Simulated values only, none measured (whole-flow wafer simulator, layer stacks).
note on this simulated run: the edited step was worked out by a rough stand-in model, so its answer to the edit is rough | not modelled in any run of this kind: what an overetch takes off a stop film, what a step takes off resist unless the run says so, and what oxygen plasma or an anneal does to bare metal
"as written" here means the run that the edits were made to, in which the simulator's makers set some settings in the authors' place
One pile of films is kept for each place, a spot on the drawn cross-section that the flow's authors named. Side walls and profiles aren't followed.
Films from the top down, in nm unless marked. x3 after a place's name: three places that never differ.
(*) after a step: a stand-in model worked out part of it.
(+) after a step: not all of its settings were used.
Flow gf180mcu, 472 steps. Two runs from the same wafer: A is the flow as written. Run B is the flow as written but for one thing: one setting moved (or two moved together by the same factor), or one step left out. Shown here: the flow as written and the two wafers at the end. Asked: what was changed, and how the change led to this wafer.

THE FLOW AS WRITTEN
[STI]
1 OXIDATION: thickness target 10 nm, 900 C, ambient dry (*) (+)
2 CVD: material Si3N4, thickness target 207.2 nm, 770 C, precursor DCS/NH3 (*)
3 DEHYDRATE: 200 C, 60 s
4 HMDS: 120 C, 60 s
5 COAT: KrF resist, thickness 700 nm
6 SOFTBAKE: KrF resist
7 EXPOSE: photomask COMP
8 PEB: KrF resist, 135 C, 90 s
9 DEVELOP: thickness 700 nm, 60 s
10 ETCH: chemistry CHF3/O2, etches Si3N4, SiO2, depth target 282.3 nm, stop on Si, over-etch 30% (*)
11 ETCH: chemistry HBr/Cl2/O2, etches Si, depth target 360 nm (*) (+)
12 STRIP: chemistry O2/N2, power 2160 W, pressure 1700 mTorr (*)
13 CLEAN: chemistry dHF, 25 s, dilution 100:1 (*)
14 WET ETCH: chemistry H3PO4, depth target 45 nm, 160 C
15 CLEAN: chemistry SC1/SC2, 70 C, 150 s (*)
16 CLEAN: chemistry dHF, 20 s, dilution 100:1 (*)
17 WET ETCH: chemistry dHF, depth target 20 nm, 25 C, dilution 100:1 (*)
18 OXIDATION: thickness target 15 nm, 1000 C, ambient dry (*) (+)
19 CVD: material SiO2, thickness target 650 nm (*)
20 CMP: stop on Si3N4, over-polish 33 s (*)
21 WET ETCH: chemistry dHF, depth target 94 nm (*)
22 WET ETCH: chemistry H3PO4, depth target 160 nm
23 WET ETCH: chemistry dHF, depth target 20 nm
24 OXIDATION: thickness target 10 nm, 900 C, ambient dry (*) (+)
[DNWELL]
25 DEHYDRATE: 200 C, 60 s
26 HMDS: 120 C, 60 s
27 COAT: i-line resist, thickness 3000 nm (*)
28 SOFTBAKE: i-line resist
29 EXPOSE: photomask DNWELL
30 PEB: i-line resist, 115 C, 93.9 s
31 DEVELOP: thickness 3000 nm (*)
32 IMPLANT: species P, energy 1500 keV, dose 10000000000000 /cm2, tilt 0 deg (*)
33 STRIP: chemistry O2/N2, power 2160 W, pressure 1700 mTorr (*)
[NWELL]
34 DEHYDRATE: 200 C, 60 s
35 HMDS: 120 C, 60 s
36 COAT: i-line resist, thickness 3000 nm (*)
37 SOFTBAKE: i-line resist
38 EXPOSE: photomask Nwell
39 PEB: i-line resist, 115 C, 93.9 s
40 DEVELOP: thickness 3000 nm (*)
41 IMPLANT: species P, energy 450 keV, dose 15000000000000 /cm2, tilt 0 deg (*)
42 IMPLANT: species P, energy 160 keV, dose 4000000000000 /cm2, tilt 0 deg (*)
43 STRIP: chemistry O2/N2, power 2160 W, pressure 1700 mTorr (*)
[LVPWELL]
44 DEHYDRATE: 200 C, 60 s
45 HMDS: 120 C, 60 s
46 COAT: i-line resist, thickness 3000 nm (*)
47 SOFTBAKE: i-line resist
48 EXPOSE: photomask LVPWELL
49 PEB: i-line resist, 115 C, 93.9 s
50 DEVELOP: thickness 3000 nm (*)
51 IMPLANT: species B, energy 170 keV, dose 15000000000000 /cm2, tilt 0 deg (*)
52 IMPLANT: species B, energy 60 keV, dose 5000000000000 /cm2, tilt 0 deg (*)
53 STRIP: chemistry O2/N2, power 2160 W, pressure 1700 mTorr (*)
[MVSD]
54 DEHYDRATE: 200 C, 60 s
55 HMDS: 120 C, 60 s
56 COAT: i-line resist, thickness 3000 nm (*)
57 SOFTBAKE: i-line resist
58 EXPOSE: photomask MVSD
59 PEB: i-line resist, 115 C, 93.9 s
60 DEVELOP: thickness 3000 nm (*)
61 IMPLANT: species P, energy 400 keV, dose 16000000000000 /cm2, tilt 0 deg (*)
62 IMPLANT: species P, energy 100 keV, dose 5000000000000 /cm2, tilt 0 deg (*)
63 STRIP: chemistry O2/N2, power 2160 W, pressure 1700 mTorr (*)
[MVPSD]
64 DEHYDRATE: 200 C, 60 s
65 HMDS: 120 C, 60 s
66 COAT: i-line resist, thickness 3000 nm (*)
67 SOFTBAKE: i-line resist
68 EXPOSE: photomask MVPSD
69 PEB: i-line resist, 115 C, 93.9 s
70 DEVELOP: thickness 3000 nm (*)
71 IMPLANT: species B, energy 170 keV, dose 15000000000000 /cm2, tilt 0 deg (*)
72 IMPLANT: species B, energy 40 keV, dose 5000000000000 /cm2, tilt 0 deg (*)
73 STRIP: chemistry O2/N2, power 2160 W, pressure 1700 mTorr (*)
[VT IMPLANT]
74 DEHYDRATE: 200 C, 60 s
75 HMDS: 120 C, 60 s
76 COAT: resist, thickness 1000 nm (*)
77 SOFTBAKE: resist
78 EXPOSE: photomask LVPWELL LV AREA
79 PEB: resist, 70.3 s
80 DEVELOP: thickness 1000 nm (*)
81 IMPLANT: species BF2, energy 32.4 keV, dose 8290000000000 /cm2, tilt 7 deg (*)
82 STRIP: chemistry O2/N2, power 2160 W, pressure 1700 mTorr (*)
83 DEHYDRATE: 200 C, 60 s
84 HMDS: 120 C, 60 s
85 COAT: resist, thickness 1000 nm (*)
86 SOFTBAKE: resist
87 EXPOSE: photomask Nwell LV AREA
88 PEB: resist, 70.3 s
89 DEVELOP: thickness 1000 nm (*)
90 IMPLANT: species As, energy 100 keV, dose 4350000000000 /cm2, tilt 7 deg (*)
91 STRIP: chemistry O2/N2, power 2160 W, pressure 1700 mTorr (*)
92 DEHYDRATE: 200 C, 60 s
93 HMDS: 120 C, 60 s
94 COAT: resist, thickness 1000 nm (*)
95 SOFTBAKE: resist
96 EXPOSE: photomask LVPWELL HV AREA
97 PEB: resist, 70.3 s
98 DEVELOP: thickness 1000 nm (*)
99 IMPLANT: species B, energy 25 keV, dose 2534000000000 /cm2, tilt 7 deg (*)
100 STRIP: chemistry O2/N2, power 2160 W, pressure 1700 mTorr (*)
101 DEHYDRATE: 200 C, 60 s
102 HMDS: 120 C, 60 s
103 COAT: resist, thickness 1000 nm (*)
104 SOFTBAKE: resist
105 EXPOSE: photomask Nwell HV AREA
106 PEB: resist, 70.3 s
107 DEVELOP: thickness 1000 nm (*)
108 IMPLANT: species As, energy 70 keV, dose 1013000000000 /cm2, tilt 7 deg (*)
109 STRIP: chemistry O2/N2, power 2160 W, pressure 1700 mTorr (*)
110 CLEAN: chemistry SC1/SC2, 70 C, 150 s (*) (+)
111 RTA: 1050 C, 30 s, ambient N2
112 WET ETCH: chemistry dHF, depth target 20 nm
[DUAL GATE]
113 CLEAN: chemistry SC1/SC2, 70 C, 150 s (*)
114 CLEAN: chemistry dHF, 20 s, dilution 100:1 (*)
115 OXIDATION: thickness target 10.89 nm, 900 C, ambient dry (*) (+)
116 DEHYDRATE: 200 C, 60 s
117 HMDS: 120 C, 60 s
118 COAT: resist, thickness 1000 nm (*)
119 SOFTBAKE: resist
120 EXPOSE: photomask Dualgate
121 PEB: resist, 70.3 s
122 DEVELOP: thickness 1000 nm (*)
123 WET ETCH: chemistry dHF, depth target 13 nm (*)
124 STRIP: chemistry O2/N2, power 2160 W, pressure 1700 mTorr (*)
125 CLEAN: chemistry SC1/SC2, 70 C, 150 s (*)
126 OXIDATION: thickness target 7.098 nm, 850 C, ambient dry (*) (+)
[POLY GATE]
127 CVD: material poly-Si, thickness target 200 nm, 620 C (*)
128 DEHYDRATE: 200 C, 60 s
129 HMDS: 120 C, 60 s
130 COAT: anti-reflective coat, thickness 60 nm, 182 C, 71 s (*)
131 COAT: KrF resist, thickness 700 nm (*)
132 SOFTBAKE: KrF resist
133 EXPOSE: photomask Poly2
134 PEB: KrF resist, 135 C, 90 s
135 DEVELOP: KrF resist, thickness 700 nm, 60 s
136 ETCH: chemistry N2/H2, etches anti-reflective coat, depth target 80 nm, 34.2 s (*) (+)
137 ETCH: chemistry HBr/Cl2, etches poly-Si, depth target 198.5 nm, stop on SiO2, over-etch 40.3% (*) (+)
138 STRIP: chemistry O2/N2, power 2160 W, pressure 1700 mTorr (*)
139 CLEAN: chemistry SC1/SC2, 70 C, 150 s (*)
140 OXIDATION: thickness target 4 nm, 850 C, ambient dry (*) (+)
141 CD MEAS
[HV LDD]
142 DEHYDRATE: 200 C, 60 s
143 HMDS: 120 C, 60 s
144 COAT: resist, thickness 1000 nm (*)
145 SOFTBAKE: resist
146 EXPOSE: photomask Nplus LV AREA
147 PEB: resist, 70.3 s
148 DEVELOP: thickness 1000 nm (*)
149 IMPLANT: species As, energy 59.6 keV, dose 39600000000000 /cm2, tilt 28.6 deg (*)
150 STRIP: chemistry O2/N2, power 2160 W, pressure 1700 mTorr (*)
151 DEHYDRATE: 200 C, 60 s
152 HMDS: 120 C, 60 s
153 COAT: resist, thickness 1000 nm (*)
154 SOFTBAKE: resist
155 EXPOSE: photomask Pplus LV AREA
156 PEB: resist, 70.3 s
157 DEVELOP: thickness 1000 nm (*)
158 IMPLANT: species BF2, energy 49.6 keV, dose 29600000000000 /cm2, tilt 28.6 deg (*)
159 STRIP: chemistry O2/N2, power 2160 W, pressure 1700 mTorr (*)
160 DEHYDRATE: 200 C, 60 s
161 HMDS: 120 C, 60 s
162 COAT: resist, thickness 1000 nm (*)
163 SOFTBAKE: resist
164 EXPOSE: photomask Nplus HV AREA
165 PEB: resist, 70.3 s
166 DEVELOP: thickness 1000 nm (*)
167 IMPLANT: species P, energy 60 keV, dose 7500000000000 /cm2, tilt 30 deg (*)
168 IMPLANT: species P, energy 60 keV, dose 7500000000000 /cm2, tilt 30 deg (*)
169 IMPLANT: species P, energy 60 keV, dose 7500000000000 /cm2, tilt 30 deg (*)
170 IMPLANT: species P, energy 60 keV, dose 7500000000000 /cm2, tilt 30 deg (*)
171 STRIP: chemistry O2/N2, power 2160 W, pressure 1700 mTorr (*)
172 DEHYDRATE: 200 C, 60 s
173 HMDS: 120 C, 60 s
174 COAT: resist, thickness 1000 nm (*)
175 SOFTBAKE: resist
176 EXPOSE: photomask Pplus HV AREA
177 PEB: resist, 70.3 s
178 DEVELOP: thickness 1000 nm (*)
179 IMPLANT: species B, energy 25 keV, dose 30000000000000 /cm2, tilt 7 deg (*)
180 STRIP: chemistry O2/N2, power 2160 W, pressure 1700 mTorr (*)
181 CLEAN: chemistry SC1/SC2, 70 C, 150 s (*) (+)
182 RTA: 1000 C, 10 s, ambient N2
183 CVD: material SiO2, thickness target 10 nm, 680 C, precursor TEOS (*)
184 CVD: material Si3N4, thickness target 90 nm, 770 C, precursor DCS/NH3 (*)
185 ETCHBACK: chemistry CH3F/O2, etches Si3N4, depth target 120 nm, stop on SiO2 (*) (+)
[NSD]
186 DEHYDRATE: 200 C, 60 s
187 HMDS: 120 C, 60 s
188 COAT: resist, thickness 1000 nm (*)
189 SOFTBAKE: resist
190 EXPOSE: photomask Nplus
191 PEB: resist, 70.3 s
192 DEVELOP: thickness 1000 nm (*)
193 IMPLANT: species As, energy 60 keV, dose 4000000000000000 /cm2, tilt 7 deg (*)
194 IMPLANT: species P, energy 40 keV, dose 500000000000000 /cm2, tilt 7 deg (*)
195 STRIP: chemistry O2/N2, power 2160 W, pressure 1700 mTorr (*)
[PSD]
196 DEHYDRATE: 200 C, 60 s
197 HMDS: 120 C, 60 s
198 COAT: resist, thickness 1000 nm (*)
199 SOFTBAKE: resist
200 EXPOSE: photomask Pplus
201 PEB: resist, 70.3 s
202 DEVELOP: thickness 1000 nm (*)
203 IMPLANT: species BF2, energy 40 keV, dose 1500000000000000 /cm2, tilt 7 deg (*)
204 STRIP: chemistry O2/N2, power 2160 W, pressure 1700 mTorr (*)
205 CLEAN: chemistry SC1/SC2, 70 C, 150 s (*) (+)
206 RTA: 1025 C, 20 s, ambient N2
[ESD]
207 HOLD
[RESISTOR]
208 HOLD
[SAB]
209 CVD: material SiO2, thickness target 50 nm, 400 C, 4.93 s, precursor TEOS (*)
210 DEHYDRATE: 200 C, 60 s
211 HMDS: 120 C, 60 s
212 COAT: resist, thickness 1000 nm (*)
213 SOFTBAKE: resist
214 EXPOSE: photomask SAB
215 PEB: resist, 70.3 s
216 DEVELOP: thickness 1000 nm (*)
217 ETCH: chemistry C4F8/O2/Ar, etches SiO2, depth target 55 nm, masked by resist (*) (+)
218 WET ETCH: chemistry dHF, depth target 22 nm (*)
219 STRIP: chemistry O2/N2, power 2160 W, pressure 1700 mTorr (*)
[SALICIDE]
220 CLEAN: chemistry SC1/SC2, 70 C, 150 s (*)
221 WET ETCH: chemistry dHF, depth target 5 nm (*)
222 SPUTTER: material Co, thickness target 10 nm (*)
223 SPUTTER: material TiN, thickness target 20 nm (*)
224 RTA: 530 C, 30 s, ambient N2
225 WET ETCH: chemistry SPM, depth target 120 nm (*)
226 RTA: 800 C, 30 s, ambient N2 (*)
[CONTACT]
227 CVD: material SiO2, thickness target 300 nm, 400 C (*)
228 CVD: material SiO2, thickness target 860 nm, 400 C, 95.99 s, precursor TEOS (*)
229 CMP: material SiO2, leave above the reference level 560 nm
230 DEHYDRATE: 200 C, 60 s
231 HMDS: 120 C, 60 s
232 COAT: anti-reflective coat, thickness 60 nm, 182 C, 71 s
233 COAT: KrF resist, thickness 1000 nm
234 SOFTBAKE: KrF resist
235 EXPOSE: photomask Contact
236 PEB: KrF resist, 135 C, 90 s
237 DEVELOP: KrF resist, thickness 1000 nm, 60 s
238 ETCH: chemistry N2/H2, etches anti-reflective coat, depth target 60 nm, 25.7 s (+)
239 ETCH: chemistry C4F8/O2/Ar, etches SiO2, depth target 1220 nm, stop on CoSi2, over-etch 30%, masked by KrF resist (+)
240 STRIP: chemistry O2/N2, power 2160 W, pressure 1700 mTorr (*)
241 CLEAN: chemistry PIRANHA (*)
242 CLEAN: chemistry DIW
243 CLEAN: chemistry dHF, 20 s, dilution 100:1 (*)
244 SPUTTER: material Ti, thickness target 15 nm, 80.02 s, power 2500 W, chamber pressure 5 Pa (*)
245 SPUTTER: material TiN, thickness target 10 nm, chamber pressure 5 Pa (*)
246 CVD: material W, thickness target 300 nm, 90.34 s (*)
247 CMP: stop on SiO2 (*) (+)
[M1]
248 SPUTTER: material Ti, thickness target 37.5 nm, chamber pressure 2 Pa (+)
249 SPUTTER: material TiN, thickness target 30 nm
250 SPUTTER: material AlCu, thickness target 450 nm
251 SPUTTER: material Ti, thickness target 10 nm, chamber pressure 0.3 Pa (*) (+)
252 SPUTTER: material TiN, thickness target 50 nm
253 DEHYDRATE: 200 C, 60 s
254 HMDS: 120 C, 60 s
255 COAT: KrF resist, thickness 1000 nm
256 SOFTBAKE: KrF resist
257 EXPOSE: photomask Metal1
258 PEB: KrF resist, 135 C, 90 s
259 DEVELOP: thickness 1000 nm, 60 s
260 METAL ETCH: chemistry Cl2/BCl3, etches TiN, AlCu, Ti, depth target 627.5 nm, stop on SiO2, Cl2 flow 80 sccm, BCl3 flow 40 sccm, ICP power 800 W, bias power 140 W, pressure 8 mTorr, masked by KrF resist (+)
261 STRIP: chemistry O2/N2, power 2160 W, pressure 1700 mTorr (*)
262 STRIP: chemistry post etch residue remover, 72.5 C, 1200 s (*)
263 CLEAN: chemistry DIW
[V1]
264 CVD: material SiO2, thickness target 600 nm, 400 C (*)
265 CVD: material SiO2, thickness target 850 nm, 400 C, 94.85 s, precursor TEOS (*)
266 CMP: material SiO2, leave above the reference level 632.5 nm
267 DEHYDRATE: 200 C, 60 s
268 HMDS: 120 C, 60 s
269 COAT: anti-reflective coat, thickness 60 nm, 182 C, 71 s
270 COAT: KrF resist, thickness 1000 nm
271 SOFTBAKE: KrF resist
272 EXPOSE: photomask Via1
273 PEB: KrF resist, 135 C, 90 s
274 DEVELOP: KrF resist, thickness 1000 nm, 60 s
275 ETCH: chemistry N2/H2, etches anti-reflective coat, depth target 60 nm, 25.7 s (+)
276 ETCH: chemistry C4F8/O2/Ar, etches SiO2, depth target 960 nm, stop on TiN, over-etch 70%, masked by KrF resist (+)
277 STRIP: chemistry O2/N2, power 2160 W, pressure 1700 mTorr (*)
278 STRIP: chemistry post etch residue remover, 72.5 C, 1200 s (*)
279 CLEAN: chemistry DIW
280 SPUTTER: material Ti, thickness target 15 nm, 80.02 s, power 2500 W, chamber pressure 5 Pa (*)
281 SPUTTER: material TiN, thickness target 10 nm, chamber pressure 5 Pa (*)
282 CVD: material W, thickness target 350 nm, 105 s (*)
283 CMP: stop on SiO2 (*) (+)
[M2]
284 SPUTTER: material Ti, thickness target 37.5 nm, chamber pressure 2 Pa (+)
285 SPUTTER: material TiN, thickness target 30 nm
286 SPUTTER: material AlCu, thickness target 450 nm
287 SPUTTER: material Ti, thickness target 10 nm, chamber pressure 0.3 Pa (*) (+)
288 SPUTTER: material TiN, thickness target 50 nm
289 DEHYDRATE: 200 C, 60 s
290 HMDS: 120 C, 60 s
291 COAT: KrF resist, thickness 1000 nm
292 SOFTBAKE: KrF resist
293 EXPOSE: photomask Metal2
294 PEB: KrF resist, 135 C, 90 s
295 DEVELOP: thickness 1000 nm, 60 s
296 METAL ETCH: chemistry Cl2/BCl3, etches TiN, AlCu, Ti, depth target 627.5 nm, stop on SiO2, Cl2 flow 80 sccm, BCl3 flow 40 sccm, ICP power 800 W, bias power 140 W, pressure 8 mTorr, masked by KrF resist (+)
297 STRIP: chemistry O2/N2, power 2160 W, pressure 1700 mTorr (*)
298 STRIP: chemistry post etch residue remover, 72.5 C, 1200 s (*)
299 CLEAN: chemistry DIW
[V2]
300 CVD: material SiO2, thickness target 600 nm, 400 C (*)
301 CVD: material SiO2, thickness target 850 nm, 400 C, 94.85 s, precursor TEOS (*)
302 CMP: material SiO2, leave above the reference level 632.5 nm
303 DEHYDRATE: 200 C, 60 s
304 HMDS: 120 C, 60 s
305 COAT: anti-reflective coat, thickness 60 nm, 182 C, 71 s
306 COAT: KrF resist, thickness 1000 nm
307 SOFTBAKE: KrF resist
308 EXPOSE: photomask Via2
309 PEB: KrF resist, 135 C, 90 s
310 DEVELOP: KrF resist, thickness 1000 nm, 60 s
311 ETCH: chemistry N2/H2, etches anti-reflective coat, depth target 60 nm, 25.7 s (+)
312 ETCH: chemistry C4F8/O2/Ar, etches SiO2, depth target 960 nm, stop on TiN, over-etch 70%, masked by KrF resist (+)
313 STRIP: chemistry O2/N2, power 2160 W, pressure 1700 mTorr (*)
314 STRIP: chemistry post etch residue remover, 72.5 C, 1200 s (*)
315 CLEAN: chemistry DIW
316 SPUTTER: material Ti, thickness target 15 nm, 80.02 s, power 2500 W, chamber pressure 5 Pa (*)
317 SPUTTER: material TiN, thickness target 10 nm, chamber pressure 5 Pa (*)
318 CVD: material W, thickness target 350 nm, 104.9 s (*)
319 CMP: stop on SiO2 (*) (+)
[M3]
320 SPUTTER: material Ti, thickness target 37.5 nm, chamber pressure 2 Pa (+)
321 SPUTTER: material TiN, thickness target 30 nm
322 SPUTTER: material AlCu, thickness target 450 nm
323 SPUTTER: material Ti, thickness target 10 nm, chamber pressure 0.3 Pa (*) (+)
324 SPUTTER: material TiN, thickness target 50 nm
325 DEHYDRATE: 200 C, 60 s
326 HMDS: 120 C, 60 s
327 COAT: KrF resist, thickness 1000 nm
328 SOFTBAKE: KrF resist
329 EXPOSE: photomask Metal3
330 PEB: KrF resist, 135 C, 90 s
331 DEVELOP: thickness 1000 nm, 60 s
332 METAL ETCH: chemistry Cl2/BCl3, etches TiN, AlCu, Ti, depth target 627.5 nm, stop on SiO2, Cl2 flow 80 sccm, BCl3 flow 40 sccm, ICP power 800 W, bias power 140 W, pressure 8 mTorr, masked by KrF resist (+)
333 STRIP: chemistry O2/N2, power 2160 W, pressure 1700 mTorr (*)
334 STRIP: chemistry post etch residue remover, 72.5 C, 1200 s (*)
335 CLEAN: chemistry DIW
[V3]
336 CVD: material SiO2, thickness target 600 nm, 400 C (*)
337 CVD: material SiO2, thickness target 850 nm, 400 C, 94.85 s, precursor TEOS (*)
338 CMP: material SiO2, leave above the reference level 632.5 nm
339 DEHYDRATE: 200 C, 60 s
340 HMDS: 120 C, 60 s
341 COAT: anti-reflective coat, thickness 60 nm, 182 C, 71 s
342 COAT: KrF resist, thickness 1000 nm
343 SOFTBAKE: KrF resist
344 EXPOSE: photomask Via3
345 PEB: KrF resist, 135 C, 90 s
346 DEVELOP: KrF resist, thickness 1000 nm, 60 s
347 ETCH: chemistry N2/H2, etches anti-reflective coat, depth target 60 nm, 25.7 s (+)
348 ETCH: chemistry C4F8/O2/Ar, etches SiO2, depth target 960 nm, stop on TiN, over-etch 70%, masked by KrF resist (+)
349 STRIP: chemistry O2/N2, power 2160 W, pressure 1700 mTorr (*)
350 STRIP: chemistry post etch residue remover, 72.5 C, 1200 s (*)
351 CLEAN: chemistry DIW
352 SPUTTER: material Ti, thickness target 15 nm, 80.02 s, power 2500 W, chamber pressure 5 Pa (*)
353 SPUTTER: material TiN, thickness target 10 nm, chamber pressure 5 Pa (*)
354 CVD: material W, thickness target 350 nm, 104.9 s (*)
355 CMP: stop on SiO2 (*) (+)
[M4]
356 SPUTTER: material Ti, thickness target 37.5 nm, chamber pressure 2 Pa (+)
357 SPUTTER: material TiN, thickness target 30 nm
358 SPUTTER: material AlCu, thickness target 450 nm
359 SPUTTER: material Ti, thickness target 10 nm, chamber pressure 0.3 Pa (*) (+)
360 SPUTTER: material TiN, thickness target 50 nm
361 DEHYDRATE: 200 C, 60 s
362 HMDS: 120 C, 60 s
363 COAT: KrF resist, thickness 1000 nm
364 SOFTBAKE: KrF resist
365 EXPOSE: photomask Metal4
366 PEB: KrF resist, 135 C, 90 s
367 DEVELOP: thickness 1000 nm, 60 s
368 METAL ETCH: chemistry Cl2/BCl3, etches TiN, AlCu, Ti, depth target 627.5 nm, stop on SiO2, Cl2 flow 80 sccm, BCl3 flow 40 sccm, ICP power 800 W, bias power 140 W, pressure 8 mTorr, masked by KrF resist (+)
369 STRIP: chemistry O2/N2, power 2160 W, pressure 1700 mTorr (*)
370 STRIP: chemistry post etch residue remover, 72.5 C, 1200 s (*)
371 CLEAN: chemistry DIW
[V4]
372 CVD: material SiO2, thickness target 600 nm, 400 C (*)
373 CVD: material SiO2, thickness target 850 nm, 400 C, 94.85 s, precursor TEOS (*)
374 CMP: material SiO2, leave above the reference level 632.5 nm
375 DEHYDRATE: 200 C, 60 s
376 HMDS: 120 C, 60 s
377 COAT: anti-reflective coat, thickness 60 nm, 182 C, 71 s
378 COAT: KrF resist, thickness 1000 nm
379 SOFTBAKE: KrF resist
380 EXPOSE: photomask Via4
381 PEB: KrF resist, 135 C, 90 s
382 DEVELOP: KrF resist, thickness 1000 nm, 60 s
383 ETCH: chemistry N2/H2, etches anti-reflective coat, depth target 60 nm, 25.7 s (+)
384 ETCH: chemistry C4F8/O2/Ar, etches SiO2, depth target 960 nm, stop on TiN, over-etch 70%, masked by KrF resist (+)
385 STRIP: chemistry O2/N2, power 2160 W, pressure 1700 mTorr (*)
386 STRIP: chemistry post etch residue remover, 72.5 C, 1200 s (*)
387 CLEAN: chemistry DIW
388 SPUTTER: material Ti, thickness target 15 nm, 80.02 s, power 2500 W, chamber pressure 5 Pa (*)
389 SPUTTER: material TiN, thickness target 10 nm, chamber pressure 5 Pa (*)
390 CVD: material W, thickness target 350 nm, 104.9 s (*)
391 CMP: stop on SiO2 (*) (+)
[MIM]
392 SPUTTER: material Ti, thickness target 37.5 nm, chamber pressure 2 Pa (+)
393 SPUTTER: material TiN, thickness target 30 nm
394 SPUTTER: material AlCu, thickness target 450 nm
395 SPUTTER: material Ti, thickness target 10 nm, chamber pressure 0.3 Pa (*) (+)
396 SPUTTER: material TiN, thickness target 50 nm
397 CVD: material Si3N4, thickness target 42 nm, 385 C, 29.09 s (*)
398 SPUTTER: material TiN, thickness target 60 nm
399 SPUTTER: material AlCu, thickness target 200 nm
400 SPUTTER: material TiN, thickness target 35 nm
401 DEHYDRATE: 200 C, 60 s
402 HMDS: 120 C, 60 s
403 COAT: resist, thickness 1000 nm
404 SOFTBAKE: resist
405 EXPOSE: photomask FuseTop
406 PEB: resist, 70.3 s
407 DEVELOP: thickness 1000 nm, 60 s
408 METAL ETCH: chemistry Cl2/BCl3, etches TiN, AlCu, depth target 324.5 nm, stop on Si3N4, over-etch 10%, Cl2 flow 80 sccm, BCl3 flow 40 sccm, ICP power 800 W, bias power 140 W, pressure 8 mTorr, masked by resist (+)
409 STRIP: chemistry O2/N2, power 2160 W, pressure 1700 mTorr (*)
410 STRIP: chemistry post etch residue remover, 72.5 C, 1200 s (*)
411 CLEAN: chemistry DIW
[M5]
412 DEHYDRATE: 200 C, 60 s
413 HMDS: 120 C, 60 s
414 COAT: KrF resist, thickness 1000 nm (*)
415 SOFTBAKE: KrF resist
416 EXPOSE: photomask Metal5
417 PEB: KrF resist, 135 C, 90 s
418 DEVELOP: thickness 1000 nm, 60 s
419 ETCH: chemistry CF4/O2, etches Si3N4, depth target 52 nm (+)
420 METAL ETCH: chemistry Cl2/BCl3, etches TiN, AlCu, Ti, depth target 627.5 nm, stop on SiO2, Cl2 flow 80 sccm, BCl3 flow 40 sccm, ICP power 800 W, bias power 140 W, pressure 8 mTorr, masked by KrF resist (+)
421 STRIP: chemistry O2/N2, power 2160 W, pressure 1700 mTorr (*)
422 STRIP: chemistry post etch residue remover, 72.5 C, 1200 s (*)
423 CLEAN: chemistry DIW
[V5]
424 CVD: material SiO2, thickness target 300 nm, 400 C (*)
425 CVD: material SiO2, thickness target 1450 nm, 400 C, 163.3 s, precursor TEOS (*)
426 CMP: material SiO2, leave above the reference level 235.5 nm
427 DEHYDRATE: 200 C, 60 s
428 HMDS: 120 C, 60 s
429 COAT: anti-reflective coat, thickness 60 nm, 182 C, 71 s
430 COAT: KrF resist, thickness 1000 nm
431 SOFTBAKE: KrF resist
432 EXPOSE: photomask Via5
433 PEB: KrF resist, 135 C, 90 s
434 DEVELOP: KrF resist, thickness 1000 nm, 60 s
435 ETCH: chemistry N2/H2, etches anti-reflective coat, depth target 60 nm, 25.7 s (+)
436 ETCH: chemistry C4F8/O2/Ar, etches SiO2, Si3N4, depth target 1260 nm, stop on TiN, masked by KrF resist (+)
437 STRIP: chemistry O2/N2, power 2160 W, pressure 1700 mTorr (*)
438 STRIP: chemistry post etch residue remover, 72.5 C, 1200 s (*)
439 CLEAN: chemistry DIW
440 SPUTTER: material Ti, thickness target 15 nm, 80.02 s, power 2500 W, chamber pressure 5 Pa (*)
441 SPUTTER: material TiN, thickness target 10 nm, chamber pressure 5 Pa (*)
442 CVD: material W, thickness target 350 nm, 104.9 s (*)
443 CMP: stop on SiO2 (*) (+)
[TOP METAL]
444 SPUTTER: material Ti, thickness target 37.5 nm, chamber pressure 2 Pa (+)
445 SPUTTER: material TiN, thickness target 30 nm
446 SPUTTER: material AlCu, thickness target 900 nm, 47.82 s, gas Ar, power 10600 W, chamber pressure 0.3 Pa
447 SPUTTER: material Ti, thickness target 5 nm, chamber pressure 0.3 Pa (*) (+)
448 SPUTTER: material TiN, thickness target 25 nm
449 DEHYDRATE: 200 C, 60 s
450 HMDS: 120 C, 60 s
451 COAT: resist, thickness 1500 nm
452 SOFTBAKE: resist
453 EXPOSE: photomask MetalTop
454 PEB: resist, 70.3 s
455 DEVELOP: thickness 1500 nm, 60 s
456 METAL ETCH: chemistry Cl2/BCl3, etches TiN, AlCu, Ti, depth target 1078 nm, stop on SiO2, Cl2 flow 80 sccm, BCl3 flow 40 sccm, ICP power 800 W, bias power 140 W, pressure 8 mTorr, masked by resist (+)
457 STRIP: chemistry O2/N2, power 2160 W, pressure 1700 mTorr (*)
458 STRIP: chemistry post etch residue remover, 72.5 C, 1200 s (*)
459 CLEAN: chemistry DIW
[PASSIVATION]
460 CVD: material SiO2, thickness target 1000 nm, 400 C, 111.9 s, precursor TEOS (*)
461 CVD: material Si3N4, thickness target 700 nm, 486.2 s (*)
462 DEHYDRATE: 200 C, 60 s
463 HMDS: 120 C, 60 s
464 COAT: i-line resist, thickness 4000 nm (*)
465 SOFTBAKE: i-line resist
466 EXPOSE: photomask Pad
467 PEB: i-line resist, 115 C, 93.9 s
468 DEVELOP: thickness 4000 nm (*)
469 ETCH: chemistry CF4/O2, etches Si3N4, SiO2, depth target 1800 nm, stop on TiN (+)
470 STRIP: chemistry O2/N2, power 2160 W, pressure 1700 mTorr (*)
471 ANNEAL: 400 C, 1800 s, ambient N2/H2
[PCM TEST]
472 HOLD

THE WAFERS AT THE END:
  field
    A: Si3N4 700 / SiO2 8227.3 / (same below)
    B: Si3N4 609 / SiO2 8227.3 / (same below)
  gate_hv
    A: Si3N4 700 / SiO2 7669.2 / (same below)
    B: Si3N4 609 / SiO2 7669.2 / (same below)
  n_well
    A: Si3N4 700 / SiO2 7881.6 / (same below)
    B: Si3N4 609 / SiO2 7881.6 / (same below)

The cause: step 461, CVD: thickness target 609 nm was run, where the flow has thickness target 700 nm; step 461, CVD: 423 s was run, where the flow has 486.2 s.
It can be read off the wafer: field has Si3N4 609, and step 461 as written asks for 700 nm.

How the change led to this, step by step:
  461 CVD: material Si3N4, thickness target 700 nm, 486.2 s (*)
      field, field__w1, field__w2 and 109 more: A Si3N4 +700 (new film) | B Si3N4 +609 (new film)
  469 ETCH: chemistry CF4/O2, etches Si3N4, SiO2, depth target 1800 nm, stop on TiN (+)
      pad: A Si3N4 -700 (all of it), SiO2 -1000 (all of it) | B Si3N4 -609 (all of it), SiO2 -1000 (all of it)
